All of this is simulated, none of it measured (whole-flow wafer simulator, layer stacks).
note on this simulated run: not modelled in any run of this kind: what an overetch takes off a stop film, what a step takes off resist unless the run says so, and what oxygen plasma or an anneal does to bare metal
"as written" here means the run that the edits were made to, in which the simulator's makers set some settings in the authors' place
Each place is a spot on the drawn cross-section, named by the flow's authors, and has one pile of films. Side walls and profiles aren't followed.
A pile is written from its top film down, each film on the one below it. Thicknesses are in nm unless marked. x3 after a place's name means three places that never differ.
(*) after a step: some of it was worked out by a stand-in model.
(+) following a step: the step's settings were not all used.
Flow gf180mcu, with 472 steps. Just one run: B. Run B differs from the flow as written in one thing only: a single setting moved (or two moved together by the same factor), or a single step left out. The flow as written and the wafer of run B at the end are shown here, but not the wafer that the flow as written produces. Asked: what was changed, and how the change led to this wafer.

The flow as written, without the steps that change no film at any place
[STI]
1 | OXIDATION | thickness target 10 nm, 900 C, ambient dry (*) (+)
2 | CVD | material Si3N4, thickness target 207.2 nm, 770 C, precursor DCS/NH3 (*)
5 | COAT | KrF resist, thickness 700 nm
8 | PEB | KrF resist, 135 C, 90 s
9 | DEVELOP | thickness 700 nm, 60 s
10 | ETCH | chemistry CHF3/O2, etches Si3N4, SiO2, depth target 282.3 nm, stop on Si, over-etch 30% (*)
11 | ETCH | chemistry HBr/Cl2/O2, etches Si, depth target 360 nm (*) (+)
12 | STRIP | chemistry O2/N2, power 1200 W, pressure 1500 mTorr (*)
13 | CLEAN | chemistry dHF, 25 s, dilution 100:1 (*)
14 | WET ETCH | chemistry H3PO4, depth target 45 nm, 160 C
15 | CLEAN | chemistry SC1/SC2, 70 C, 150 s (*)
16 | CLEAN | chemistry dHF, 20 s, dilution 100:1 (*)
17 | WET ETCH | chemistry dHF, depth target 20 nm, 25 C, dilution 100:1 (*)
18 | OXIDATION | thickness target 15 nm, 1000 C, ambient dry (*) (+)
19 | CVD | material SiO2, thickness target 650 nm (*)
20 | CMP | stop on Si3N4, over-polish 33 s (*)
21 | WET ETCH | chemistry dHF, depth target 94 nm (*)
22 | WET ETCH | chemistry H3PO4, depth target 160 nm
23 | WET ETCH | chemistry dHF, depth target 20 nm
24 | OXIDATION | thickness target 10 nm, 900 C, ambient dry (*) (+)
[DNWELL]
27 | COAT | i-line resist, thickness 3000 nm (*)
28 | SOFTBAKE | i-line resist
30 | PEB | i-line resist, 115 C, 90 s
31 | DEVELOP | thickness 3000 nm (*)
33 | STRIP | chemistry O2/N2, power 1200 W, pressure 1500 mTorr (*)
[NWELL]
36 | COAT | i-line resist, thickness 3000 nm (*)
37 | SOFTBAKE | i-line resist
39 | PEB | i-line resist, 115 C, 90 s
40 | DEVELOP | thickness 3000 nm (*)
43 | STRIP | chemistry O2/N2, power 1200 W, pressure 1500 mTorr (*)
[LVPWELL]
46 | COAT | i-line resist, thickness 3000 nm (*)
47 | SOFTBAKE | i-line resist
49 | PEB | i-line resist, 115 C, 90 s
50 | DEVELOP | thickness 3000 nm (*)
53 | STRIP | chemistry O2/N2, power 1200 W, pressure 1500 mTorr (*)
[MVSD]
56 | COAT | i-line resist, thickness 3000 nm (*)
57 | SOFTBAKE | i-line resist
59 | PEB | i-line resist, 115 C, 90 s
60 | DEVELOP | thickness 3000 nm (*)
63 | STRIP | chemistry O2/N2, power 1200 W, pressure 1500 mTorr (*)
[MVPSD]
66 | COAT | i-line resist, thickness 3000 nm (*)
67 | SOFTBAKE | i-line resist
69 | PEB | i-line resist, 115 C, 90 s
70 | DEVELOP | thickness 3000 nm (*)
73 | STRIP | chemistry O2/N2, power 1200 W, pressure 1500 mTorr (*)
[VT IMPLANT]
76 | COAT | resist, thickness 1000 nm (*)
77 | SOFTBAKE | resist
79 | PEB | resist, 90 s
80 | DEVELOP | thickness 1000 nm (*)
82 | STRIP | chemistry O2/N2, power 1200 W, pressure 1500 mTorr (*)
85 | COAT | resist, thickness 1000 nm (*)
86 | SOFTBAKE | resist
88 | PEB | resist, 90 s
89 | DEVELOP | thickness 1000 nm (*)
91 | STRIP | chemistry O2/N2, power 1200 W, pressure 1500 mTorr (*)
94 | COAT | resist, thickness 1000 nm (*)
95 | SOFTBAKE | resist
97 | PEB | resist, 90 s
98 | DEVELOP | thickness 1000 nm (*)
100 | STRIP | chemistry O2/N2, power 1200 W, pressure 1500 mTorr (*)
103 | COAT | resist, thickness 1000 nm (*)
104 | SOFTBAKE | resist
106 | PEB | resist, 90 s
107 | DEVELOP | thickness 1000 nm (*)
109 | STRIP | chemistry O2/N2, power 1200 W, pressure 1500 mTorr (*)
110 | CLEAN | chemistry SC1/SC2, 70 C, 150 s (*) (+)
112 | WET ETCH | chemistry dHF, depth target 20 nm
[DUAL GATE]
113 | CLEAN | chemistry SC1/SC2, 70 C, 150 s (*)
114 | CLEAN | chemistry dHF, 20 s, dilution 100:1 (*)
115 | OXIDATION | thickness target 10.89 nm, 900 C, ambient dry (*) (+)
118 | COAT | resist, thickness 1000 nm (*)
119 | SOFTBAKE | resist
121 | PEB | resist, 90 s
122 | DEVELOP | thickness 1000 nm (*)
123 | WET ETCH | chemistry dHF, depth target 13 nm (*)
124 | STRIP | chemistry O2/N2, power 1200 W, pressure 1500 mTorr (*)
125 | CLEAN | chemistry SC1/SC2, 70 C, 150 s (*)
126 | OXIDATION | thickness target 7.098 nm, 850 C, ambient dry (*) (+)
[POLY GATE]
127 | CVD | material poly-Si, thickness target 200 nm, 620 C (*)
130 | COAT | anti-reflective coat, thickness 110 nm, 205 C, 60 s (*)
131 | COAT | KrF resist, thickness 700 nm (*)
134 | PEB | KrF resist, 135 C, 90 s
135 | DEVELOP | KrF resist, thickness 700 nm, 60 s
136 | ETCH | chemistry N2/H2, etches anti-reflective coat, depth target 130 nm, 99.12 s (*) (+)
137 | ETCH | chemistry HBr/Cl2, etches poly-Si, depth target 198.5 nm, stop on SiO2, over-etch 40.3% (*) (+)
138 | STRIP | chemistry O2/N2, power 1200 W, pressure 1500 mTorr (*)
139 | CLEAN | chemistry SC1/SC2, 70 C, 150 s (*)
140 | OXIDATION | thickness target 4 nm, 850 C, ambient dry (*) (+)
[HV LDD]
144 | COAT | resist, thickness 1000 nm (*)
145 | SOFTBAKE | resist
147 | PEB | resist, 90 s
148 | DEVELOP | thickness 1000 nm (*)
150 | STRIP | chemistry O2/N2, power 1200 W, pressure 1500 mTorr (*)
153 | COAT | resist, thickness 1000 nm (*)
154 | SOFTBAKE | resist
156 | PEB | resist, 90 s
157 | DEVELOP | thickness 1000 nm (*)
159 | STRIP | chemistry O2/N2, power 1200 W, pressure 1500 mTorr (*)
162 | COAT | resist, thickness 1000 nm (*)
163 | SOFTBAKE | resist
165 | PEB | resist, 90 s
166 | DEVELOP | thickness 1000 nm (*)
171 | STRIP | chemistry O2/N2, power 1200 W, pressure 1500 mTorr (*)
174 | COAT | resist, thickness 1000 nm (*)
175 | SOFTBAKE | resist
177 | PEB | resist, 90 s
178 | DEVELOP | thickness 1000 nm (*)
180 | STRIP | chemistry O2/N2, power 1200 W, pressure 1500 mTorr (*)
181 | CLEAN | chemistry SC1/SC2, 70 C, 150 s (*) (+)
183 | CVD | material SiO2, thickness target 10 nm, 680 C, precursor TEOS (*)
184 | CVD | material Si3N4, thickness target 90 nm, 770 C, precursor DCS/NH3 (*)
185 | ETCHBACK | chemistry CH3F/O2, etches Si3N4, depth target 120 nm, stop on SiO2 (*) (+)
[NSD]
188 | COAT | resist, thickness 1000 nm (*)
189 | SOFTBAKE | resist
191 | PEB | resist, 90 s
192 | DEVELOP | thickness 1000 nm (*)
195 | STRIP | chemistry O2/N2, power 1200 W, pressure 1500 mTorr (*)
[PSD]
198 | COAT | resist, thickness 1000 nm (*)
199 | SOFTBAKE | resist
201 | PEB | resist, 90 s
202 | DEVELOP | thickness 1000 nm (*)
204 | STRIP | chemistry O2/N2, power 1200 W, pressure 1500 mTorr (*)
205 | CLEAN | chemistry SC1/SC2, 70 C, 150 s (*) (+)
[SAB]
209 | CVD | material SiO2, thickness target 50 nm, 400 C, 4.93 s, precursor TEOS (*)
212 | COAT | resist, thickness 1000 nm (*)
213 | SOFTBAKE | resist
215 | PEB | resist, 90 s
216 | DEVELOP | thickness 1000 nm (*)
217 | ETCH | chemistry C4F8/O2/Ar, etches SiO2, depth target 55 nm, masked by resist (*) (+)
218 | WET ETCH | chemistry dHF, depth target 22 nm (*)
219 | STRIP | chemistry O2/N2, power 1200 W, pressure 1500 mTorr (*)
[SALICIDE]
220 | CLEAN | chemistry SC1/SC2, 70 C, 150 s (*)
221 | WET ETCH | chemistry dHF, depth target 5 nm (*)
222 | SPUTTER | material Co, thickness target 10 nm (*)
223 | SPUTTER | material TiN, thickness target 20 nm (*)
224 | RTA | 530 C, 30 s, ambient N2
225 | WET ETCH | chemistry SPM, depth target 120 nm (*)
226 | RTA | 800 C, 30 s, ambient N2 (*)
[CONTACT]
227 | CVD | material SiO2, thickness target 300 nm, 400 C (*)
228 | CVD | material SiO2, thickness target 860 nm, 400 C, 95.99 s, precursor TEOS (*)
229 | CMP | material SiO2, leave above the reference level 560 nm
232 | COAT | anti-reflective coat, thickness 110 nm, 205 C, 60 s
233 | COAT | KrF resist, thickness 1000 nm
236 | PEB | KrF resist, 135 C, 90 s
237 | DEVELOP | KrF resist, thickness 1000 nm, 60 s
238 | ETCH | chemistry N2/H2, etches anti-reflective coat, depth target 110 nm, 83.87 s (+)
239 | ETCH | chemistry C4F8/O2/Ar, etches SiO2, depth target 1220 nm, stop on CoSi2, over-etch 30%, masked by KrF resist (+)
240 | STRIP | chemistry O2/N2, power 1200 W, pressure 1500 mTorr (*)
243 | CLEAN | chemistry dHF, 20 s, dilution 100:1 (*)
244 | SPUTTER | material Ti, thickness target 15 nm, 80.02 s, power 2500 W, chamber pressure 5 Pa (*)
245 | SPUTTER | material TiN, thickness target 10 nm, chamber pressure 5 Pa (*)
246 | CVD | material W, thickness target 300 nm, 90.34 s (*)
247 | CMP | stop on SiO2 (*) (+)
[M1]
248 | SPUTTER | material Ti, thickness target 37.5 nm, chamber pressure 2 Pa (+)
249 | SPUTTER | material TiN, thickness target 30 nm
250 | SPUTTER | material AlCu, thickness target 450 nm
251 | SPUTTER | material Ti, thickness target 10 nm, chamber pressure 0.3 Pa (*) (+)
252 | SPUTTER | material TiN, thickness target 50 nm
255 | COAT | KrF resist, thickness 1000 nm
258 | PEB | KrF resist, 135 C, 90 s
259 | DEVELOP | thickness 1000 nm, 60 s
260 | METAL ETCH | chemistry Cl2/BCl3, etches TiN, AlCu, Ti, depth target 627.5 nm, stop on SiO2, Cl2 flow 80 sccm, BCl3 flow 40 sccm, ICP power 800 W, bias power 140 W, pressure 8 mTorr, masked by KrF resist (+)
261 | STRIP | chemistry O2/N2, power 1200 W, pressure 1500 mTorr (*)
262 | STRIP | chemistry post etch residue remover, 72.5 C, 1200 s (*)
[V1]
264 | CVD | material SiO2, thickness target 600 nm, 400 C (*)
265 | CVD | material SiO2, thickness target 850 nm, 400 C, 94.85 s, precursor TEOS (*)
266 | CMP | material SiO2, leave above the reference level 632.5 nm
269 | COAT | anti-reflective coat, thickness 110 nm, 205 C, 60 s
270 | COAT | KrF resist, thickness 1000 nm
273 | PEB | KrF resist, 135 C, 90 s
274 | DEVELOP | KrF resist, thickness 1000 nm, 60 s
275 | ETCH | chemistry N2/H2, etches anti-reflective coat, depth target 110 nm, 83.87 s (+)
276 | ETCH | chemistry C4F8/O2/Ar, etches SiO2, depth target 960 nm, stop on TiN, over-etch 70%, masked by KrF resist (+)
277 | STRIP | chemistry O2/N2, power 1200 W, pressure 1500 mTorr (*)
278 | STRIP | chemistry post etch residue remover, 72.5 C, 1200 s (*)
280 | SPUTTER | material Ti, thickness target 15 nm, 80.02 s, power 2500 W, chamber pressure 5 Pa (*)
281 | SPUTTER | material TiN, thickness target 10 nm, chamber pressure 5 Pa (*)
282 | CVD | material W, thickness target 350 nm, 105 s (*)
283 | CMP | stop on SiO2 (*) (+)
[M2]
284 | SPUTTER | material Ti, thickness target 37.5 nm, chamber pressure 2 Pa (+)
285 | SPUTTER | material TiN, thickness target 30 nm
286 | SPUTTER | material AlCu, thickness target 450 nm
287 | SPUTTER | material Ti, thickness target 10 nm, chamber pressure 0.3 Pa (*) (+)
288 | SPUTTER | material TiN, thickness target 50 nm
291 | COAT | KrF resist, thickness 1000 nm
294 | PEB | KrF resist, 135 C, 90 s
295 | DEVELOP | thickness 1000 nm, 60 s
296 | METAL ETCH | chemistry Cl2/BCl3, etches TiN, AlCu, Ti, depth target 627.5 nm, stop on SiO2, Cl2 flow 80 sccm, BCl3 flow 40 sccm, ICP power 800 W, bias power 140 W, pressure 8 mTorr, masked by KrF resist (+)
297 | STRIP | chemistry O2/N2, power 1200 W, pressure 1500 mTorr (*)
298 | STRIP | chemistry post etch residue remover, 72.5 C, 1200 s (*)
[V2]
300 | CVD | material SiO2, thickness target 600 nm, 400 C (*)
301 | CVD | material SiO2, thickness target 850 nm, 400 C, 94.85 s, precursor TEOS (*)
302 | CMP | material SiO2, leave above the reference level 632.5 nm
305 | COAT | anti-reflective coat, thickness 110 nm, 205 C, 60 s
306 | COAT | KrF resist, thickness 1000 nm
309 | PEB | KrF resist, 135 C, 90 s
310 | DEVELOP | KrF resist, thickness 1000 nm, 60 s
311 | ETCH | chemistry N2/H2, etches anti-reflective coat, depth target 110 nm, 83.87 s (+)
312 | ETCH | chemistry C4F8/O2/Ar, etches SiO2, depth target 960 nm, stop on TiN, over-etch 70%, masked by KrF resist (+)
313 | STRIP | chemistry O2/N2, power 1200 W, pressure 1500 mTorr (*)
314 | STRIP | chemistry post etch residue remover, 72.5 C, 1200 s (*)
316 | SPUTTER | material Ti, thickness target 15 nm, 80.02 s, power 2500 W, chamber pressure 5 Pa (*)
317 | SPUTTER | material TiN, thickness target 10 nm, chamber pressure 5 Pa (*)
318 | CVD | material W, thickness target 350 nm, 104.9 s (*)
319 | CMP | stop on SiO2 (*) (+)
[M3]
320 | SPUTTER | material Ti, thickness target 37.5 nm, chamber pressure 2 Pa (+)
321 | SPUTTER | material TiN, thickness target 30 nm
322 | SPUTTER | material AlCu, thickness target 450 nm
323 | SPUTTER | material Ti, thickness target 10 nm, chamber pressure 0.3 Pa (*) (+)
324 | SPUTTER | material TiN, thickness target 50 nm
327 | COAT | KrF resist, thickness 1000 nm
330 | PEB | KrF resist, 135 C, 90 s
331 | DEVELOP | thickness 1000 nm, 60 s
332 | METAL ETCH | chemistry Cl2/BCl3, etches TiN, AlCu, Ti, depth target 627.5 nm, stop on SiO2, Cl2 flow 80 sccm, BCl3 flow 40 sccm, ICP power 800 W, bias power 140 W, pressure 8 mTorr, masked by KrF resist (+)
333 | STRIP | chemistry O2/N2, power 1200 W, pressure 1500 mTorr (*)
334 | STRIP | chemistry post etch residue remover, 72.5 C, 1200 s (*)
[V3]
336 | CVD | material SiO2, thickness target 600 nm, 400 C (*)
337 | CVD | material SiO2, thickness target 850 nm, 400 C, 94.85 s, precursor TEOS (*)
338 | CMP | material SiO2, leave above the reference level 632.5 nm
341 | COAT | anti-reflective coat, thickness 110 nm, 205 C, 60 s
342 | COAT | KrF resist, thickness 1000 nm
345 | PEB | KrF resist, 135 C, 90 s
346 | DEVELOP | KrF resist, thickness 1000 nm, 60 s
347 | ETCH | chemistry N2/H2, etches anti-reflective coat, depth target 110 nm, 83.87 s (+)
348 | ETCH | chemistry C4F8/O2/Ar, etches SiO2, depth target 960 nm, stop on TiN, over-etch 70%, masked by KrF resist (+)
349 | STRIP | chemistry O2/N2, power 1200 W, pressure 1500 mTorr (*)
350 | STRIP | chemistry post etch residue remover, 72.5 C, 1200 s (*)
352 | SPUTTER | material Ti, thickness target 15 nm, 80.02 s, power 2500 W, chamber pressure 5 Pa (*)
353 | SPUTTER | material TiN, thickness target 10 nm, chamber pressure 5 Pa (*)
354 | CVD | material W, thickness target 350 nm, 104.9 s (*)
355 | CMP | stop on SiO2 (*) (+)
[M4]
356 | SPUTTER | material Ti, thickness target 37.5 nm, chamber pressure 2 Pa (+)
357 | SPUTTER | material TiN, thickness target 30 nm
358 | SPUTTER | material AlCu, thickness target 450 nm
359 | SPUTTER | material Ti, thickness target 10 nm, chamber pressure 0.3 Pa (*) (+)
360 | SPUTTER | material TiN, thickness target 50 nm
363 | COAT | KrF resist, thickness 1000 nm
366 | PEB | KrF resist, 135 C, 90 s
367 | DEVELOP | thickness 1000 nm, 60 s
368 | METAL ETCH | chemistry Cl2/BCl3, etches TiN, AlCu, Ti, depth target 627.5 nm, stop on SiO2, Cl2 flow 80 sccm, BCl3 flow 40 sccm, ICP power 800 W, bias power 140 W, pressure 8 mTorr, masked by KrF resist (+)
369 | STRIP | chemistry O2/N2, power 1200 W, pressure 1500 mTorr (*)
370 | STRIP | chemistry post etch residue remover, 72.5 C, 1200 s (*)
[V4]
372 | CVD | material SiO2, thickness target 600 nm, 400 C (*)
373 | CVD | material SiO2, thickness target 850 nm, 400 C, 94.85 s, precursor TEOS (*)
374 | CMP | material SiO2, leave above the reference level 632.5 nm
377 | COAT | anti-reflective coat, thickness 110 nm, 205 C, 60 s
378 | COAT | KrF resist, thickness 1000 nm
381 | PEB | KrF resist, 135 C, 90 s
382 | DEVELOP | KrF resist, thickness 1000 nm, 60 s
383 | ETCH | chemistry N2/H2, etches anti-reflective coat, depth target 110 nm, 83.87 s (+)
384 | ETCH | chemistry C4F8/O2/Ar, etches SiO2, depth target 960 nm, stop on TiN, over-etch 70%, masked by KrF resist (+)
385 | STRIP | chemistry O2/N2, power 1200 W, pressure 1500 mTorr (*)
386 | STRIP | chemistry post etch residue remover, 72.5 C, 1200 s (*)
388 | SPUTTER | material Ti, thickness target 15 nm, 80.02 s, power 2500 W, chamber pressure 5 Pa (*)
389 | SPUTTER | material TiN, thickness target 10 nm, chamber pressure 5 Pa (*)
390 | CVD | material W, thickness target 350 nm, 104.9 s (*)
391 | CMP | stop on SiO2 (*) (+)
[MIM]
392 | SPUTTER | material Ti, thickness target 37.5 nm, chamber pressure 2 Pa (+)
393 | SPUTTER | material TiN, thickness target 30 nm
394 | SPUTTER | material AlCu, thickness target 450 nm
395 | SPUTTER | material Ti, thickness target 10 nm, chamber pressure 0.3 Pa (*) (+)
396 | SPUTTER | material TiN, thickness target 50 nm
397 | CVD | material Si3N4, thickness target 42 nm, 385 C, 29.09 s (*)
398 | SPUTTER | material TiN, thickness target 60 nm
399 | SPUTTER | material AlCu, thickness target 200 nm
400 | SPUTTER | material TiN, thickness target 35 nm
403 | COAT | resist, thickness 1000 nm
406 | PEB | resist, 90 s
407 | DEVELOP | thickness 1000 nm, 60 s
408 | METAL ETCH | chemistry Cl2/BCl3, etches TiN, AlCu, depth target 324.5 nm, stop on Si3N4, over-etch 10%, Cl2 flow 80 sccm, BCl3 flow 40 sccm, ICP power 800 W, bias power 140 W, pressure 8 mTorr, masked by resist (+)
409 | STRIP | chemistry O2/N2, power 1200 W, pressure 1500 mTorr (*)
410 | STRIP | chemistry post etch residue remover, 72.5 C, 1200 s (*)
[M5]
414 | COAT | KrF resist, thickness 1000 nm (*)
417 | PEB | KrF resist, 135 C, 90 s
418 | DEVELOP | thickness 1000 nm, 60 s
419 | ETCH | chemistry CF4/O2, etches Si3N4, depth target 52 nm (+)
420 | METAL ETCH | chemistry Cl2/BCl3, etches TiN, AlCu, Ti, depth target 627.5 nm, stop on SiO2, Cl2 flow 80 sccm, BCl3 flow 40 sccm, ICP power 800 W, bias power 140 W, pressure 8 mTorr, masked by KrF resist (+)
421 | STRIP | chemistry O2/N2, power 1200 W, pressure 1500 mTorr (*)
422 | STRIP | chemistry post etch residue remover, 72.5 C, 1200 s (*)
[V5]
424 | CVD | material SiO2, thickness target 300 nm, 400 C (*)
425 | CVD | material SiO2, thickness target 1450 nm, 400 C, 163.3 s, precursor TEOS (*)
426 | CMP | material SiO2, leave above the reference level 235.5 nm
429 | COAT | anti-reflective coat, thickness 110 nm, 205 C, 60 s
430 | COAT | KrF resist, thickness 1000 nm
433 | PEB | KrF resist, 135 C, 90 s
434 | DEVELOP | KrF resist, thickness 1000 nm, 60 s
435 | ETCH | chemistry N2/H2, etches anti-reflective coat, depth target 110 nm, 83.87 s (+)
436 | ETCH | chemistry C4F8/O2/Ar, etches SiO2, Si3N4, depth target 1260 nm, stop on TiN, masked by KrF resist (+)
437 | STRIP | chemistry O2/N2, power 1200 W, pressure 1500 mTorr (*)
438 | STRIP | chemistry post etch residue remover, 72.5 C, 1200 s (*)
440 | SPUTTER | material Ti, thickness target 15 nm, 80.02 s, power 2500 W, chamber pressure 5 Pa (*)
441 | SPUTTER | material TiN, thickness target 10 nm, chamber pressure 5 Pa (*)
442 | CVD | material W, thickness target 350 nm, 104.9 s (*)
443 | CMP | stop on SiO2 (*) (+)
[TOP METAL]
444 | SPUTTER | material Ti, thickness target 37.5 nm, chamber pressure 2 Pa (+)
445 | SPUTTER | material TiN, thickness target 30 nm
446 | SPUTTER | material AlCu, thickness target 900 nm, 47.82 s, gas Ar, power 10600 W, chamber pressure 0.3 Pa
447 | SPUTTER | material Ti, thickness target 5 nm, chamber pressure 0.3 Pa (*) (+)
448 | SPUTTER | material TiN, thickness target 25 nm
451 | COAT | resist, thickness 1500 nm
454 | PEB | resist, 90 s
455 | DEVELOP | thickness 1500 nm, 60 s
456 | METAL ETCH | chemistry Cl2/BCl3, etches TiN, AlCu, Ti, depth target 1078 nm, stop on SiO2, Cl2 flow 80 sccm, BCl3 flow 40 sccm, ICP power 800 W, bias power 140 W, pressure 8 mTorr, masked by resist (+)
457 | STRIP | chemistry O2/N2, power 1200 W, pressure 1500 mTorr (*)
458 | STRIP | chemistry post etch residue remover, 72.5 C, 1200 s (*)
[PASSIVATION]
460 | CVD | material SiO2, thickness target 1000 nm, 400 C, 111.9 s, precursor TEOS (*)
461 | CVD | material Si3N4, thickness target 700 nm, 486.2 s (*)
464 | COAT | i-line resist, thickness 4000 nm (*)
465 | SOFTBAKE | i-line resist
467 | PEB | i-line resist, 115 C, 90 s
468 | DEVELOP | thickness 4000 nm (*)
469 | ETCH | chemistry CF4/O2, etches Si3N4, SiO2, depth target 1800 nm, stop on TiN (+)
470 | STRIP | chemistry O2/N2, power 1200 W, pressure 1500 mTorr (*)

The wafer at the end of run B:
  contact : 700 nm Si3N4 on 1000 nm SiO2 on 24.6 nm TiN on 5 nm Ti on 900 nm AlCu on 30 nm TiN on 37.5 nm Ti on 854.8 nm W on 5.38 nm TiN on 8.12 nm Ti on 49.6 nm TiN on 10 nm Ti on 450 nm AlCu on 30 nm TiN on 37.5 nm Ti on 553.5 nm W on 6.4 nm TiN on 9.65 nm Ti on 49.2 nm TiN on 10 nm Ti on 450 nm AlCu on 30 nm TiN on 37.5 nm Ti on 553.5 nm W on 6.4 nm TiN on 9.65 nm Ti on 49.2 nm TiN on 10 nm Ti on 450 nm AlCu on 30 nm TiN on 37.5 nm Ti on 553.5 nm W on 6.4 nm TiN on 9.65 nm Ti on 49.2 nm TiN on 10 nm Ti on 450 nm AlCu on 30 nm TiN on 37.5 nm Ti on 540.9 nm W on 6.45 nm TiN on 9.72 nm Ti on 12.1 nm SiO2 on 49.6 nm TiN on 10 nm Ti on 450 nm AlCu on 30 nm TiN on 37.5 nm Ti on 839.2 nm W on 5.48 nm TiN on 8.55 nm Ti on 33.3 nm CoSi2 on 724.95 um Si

Cause: step 276, ETCH: depth target 560 nm was run, whereas the flow has depth target 960 nm.

How this came from the change, step by step:
  276 | ETCH | chemistry C4F8/O2/Ar, etches SiO2, depth target 960 nm, stop on TiN, over-etch 70%, masked by KrF resist (+)
      contact: -560 SiO2 (in the flow as written it would be: -572.1 SiO2 (all of it))
      field, field__w1, field__w2 and 107 more: -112 KrF resist (in the flow as written it would be: -192 KrF resist)
  277 | STRIP | chemistry O2/N2, power 1200 W, pressure 1500 mTorr (*)
      field, field__w1, field__w2 and 107 more: -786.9 KrF resist (all of it), -110 anti-reflective coat (all of it) (in the flow as written it would be: -706.9 KrF resist (all of it), -110 anti-reflective coat (all of it))
If metal films that touch count as one body, contact has 2 bodies (between them, from the top down: SiO2 12.1); the flow as written gives 1 body.
